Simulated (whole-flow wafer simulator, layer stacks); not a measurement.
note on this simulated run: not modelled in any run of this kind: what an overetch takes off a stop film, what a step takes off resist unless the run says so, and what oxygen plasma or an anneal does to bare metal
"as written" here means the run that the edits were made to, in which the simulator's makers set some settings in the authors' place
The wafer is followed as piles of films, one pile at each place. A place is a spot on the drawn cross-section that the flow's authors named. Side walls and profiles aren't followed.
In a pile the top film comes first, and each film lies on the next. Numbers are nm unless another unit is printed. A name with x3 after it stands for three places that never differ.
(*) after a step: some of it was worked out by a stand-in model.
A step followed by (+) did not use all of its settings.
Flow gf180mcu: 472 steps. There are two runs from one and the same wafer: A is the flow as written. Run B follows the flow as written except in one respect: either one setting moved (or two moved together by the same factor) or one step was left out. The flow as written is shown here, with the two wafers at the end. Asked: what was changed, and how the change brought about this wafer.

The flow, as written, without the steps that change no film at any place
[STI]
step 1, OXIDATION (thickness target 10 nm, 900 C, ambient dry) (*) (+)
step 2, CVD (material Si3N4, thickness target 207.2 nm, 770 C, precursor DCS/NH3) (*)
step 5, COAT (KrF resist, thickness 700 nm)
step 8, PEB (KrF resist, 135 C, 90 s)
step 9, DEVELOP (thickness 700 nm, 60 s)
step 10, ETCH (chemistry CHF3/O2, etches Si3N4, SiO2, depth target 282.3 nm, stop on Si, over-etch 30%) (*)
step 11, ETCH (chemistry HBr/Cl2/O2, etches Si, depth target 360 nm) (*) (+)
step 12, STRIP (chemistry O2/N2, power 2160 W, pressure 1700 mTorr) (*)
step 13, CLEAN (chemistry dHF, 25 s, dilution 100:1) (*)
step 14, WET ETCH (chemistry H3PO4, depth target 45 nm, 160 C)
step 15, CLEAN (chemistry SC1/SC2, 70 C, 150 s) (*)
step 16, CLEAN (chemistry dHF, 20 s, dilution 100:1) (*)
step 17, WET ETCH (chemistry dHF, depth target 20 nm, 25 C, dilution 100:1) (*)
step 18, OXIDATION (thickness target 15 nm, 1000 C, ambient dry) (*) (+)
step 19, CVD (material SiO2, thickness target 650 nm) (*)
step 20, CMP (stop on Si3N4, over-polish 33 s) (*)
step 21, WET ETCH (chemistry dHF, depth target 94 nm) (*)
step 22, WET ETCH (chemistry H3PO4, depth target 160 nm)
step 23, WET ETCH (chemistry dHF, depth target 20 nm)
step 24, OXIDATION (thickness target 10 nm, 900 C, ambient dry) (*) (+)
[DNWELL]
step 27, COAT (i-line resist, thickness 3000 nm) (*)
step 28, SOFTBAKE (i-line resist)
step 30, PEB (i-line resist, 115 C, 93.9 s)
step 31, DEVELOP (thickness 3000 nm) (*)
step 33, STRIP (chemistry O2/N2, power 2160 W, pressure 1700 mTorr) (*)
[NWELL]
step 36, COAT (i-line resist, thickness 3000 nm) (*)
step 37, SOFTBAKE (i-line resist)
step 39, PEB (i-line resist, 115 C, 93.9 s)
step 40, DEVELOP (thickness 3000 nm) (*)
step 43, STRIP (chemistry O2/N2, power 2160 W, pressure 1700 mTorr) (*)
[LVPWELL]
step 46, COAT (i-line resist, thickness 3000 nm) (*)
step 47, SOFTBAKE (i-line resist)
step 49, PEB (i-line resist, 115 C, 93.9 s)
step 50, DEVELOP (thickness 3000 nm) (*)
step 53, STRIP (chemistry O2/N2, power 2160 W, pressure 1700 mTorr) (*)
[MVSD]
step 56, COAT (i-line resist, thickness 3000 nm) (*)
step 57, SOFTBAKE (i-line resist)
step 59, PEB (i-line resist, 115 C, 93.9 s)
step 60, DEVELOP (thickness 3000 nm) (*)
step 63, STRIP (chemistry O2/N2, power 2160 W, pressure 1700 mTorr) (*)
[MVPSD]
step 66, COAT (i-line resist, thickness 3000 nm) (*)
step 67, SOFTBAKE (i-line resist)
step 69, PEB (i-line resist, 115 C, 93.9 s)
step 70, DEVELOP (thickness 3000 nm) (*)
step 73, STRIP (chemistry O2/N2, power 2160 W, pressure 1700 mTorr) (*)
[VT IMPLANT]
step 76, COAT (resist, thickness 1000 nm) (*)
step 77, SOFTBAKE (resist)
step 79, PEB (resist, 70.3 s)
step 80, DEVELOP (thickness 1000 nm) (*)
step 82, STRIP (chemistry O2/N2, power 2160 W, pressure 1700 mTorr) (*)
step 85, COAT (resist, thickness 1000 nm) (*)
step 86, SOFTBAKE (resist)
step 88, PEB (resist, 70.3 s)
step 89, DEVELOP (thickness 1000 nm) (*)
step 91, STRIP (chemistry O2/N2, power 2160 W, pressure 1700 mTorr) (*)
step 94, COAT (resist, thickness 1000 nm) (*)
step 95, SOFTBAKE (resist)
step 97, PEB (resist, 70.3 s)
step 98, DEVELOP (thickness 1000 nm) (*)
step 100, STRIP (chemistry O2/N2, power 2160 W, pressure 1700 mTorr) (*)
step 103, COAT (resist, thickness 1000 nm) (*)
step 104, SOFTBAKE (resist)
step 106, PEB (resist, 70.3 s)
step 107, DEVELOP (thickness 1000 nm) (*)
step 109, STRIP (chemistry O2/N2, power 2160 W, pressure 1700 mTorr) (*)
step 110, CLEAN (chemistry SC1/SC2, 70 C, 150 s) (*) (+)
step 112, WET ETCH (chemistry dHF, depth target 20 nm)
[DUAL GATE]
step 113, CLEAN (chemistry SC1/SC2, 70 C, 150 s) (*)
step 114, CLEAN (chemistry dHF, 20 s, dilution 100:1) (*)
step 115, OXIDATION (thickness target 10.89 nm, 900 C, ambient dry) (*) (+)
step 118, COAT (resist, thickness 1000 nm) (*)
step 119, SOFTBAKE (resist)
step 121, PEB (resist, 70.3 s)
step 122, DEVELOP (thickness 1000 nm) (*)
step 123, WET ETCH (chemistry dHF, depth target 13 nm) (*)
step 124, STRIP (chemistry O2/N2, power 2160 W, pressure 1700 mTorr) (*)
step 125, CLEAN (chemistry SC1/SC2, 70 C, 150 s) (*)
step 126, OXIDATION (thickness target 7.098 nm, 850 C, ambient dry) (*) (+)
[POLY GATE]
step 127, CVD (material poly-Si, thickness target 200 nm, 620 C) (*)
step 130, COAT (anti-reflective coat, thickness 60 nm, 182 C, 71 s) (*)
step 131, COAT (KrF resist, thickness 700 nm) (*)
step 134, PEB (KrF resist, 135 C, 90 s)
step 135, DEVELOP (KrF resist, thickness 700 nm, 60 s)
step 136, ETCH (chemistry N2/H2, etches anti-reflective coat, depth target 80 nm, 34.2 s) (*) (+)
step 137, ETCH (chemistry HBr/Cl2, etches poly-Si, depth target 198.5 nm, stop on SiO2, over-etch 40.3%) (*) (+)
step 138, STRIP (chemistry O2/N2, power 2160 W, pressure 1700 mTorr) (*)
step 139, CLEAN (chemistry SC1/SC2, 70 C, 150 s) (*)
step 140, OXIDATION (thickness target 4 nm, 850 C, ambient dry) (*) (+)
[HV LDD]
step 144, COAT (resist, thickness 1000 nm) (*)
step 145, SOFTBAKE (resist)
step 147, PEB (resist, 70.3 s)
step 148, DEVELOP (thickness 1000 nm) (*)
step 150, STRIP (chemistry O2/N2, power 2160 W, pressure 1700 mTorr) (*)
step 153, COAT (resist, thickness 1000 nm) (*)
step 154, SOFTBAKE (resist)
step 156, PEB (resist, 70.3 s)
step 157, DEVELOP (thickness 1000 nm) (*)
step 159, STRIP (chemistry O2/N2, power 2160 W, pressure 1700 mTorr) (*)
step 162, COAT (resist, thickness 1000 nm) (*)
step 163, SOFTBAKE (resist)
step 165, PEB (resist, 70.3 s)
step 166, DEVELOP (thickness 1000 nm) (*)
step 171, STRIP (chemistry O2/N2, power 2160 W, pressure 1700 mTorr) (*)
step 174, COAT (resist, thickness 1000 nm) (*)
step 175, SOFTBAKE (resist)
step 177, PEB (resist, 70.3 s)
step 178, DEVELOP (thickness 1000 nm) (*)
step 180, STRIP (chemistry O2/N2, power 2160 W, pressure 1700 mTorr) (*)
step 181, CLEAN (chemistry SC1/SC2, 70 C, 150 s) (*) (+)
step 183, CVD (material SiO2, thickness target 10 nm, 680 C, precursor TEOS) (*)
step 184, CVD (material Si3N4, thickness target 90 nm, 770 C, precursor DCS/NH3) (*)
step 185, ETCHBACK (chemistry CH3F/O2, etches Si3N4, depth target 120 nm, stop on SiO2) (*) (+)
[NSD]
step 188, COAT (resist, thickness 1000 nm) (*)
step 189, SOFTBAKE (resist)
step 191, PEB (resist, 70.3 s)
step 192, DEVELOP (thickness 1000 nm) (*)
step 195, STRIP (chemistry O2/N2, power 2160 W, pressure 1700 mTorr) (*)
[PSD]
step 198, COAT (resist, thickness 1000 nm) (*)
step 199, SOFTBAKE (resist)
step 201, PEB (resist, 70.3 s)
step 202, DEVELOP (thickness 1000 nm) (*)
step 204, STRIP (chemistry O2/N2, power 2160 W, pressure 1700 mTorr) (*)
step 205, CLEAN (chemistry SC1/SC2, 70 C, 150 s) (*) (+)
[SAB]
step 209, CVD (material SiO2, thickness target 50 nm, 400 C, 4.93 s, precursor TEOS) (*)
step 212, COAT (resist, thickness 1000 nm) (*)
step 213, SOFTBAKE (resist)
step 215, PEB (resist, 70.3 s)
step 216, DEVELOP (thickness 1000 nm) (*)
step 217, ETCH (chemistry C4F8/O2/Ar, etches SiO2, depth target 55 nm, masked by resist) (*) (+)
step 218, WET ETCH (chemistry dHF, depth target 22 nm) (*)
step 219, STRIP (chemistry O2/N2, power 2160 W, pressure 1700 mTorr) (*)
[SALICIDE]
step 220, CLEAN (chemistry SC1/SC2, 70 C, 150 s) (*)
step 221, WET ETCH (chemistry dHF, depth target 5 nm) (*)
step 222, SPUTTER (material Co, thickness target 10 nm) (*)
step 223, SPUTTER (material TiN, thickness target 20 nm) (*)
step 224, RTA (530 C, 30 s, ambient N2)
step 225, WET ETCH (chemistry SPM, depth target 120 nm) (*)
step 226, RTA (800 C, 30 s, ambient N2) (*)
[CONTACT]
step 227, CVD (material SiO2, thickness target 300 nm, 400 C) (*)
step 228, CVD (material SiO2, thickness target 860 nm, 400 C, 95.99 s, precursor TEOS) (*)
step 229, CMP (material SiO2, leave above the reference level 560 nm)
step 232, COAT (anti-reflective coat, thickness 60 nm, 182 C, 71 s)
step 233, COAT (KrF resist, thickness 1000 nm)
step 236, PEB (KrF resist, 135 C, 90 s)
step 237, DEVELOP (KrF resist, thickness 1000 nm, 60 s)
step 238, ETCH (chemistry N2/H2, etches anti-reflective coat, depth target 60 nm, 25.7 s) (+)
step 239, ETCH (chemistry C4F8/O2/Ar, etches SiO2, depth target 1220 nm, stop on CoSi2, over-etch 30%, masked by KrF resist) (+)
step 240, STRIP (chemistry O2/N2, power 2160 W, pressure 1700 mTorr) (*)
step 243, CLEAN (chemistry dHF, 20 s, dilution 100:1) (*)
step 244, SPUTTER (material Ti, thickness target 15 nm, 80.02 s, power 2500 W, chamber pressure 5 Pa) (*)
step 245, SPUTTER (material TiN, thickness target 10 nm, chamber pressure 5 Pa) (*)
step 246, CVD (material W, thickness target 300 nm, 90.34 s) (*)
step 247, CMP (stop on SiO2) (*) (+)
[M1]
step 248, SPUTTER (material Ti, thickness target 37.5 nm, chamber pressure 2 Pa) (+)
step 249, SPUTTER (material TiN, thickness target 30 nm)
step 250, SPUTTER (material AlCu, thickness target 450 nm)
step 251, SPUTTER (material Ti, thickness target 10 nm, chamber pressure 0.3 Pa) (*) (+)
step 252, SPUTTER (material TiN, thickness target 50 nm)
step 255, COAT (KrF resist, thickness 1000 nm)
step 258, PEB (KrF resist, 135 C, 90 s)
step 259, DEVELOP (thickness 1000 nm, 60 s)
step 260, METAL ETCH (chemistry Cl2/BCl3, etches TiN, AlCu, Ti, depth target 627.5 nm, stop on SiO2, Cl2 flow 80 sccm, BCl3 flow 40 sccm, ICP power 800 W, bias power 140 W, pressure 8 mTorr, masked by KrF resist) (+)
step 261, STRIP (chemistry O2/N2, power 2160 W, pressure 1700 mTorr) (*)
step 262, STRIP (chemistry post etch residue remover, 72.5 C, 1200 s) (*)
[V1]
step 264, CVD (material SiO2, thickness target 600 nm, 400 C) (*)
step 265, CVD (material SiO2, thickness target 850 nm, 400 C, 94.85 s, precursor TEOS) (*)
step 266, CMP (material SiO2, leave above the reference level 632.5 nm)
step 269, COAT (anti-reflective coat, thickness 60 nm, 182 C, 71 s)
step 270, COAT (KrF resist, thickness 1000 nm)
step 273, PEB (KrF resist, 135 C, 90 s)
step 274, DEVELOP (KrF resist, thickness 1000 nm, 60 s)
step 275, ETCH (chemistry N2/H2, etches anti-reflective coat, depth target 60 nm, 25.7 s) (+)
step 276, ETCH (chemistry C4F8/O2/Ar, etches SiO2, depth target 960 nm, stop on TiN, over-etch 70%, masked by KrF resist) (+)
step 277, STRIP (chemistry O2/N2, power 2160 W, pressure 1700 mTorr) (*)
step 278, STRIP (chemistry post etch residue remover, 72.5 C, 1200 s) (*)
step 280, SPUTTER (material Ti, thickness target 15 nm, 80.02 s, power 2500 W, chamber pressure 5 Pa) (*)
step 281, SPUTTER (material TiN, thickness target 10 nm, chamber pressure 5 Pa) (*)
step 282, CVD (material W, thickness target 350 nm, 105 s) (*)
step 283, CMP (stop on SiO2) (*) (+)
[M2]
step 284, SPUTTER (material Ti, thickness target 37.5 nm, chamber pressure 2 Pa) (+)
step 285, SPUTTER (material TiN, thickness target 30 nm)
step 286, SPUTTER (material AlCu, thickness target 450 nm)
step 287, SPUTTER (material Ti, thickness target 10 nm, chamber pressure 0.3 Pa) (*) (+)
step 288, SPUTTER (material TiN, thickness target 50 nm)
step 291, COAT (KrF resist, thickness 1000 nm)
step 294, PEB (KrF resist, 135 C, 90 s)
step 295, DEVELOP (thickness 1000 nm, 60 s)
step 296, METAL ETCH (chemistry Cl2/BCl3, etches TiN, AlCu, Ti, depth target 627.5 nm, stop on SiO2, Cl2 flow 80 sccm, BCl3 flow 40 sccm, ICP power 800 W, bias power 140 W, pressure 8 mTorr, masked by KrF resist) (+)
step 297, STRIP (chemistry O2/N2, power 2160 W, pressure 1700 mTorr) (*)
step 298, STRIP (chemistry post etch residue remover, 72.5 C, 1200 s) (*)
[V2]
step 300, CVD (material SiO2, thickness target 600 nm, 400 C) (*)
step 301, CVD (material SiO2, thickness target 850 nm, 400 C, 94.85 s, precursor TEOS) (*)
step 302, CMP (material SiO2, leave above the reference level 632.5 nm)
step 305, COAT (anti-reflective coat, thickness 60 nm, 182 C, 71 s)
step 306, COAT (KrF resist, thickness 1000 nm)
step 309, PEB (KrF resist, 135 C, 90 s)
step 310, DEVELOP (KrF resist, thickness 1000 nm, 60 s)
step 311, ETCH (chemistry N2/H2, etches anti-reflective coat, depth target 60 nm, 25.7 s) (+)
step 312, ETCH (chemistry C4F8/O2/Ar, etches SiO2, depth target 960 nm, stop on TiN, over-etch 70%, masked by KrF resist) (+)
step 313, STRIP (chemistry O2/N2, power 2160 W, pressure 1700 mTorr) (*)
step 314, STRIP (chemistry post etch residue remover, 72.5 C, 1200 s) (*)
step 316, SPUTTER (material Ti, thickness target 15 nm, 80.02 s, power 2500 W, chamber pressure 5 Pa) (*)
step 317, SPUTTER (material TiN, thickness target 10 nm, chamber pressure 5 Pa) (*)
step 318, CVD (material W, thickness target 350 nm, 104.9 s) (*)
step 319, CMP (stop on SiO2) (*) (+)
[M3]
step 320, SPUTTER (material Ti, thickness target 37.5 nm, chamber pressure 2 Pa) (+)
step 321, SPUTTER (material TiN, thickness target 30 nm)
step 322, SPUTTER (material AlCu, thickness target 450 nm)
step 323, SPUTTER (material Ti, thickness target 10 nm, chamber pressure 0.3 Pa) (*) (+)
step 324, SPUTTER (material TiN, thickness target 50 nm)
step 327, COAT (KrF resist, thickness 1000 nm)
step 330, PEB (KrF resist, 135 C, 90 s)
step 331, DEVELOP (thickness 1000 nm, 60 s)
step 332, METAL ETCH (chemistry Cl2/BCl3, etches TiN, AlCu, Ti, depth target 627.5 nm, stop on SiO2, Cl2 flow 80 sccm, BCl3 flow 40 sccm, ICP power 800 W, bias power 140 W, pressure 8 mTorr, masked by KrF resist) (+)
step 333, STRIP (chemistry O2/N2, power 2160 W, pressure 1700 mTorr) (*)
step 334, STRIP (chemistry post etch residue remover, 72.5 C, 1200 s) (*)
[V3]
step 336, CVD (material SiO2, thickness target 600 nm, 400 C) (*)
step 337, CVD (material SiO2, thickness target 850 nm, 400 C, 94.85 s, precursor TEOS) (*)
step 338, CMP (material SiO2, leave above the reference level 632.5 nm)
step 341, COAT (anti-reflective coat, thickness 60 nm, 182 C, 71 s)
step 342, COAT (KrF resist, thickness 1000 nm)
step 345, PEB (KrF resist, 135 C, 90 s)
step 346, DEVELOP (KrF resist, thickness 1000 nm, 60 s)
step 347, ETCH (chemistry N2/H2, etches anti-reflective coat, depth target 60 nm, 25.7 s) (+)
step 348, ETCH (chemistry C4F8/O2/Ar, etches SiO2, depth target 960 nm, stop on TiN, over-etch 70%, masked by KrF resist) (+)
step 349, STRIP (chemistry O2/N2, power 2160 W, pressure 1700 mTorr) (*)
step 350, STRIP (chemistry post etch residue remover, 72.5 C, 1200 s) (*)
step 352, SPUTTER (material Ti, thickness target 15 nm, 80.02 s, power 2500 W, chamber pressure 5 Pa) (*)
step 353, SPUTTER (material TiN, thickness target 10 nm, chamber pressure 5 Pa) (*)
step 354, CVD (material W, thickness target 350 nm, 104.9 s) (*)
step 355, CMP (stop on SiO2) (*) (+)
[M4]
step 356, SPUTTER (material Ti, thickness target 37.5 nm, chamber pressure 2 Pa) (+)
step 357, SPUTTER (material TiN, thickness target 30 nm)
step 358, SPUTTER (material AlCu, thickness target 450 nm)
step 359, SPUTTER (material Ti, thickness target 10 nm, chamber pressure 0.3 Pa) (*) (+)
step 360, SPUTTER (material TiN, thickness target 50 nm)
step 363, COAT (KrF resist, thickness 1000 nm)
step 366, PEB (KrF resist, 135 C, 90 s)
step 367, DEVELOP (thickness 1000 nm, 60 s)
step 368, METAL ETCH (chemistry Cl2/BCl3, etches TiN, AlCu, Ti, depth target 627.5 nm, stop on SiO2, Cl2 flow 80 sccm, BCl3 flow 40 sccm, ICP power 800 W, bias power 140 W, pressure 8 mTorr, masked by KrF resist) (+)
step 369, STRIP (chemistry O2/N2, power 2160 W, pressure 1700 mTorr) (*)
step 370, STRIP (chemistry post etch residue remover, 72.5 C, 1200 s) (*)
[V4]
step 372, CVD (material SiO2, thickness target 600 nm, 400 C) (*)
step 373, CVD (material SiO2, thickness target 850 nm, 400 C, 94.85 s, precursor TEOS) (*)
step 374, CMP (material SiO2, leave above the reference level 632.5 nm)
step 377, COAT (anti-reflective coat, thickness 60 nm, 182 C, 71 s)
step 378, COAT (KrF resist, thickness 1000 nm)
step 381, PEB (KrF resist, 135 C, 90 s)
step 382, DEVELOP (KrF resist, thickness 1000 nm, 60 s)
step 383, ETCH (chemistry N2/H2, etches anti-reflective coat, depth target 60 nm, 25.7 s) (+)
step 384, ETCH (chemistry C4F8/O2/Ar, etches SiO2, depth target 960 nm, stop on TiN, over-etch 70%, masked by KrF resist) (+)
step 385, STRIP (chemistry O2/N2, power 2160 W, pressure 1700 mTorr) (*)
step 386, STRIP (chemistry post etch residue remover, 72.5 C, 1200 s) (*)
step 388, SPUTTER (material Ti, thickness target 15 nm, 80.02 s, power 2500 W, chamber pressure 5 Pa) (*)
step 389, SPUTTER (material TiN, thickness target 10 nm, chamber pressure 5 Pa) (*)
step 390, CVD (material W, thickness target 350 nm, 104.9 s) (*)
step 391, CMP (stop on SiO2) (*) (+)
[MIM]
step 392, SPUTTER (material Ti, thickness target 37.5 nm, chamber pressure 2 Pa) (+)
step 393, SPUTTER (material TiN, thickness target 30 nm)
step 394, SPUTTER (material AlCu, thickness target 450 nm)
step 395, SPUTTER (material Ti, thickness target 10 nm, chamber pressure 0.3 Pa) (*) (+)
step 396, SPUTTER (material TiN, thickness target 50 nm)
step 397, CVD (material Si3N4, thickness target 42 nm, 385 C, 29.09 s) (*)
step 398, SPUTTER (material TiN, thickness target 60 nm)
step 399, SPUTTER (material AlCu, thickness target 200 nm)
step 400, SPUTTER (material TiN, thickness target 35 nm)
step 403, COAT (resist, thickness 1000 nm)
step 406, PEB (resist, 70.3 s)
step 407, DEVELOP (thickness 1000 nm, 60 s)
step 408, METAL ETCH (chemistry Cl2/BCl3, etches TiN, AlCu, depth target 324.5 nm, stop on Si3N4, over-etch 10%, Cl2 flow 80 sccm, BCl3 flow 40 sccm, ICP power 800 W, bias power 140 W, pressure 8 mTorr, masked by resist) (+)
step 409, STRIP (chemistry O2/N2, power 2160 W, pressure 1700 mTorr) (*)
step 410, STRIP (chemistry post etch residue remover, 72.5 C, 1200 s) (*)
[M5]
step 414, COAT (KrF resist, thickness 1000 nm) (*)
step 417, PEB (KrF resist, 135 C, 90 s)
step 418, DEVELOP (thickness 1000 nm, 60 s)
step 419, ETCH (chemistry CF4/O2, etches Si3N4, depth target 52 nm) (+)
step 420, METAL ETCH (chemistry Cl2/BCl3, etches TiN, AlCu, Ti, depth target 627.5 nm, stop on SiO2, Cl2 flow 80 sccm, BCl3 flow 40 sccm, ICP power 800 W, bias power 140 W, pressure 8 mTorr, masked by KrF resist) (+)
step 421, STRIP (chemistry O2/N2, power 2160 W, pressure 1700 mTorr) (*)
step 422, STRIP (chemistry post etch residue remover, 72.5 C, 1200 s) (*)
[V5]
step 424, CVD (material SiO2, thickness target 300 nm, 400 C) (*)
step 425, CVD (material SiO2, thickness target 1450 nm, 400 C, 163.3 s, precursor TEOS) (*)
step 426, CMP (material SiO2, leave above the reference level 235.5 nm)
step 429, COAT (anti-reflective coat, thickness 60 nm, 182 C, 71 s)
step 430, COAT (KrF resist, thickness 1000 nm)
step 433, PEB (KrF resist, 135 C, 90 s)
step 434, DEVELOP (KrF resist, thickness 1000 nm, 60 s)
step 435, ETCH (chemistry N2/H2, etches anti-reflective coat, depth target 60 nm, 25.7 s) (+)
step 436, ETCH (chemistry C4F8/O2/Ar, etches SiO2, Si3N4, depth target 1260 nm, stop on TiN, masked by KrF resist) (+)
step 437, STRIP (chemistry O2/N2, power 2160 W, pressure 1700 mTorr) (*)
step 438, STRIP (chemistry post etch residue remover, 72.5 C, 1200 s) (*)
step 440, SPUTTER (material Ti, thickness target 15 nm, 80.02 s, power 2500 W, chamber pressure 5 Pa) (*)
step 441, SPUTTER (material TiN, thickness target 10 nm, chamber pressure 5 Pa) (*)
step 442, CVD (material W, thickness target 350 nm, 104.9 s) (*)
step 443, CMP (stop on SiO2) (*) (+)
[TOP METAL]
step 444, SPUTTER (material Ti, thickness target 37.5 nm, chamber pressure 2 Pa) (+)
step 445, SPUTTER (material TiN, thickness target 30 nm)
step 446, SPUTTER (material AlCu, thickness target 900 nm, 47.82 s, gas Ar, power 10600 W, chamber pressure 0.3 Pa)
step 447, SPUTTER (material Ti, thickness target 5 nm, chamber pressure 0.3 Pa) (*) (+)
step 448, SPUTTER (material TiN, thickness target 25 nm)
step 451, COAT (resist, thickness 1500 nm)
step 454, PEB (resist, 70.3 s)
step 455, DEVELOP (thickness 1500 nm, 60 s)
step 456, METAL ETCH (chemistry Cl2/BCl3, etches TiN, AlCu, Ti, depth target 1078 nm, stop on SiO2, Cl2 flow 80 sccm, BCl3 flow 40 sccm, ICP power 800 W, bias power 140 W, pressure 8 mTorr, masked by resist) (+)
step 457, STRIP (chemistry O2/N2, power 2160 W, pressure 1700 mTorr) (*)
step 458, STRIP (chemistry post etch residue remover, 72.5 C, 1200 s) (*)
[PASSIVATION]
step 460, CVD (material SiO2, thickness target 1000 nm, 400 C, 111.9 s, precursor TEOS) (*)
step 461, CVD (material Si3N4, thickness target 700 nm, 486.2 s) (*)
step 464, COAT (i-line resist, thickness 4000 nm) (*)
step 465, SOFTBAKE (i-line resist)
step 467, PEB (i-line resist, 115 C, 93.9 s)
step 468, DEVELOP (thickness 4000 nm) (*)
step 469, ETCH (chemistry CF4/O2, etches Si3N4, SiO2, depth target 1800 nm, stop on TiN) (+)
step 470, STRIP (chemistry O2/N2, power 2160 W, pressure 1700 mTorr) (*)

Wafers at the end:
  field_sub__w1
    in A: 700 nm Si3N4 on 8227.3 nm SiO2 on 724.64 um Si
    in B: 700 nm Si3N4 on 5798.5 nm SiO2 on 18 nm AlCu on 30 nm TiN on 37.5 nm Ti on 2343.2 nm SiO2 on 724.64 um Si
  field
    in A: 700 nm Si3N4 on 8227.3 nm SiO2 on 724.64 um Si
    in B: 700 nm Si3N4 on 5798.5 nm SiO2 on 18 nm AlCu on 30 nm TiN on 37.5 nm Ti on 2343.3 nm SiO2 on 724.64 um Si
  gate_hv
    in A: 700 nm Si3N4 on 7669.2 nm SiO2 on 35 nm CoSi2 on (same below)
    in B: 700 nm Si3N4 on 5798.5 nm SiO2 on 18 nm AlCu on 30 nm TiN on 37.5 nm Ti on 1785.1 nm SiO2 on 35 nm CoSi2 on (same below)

What caused this: step 296, METAL ETCH: depth target 486.3 nm was run, though the flow has depth target 627.5 nm.

The path from the change to this, step by step:
  step 296, METAL ETCH (chemistry Cl2/BCl3, etches TiN, AlCu, Ti, depth target 627.5 nm, stop on SiO2, Cl2 flow 80 sccm, BCl3 flow 40 sccm, ICP power 800 W, bias power 140 W, pressure 8 mTorr, masked by KrF resist) (+)
      field, field__w1, field__w2 and 103 more: A -50 TiN (all of it), -10 Ti (all of it), -450 AlCu (all of it), -30 TiN (all of it), -37.5 Ti (all of it) | B -50 TiN (all of it), -10 Ti (all of it), -426.3 AlCu
      field__w8, contact, m1, m1__w1, m1_nw: A -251 KrF resist | B -194.5 KrF resist
  step 297, STRIP (chemistry O2/N2, power 2160 W, pressure 1700 mTorr) (*)
      field__w8, contact, m1, m1__w1, m1_nw: A -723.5 KrF resist (all of it) | B -780 KrF resist (all of it)
  step 298, STRIP (chemistry post etch residue remover, 72.5 C, 1200 s) (*)
      field, field__w1, field__w2 and 103 more: A nothing | B -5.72 AlCu
  step 300, CVD (material SiO2, thickness target 600 nm, 400 C) (*)
      field, field__w1, field__w2 and 103 more: A +600 SiO2 | B +600 SiO2 (new film)
  step 302, CMP (material SiO2, leave above the reference level 632.5 nm)
      field, field__w1, field__w2 and 103 more: A -300 SiO2 | B -385.5 SiO2
Taking metal films that touch as one body, field_sub__w1 has 1 body; the flow as written gives 0 bodies.
Taking metal films that touch as one body, field has 1 body; the flow as written gives 0 bodies.
Taking metal films that touch as one body, gate_hv has 2 bodies (between them, from the top down: SiO2 1785.1); the flow as written gives 1 body.
